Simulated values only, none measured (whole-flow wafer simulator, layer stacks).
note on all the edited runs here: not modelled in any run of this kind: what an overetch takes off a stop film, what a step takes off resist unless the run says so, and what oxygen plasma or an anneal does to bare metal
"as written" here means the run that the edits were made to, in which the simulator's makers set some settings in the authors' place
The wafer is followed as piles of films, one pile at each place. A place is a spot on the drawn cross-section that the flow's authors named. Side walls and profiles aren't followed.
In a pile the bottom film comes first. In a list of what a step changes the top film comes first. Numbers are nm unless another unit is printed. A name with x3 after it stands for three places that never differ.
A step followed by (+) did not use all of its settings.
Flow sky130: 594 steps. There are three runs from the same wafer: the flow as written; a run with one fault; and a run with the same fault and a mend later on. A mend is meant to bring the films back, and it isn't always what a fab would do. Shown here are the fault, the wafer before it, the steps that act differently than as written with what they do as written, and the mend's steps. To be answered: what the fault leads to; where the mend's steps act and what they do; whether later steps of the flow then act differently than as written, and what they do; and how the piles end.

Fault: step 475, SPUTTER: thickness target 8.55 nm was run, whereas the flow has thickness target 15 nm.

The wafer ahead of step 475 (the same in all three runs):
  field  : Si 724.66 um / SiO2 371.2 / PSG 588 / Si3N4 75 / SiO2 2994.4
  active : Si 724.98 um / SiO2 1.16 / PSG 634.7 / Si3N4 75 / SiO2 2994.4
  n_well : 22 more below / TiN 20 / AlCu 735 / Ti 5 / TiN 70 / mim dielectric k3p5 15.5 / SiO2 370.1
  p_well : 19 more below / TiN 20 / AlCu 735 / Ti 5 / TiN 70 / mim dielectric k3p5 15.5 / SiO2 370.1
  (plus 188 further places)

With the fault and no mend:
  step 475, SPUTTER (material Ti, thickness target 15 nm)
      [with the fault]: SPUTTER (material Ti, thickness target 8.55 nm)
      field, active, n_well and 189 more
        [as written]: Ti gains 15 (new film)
        [with the fault]: Ti gains 8.55 (new film)
  Later steps of the flow acting differently than as written (not shown: 14 more steps that differ only slightly, by at most 2% or 0.5 nm, whichever is larger):
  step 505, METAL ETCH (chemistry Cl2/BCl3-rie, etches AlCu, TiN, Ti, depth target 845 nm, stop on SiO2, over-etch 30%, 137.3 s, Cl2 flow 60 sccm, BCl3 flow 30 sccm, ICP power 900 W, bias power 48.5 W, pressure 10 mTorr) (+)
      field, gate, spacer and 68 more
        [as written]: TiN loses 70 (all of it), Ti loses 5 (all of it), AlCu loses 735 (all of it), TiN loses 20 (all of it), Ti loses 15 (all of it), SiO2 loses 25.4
        [with the fault]: TiN loses 70 (all of it), Ti loses 5 (all of it), AlCu loses 735 (all of it), TiN loses 20 (all of it), Ti loses 8.55 (all of it), SiO2 loses 26
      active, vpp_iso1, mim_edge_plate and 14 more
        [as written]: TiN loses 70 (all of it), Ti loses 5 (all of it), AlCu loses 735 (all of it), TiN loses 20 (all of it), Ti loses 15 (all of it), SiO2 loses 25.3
        [with the fault]: TiN loses 70 (all of it), Ti loses 5 (all of it), AlCu loses 735 (all of it), TiN loses 20 (all of it), Ti loses 8.55 (all of it), SiO2 loses 26
  By the end, the piles at n_well, p_well, gate_hv and 102 more depart from the flow's by more than 2% or 0.5 nm, whichever is larger.
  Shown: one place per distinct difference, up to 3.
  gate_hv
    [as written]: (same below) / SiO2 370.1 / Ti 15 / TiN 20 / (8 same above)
    [with the fault]: (same below) / SiO2 370.1 / Ti 8.55 / TiN 20 / (8 same above)
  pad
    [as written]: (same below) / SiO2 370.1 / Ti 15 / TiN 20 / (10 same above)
    [with the fault]: (same below) / SiO2 370.1 / Ti 8.55 / TiN 20 / (10 same above)
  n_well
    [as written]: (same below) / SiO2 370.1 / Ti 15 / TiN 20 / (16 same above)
    [with the fault]: (same below) / SiO2 370.1 / Ti 8.55 / TiN 20 / (16 same above)

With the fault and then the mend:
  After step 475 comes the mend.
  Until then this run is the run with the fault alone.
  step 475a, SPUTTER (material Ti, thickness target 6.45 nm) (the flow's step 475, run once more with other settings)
      field, active, n_well and 189 more
        Ti gains 6.45
  Later steps of the flow that are run all act as written at every place that is followed.
  By the end, the piles equal the flow's at every place that both follow.
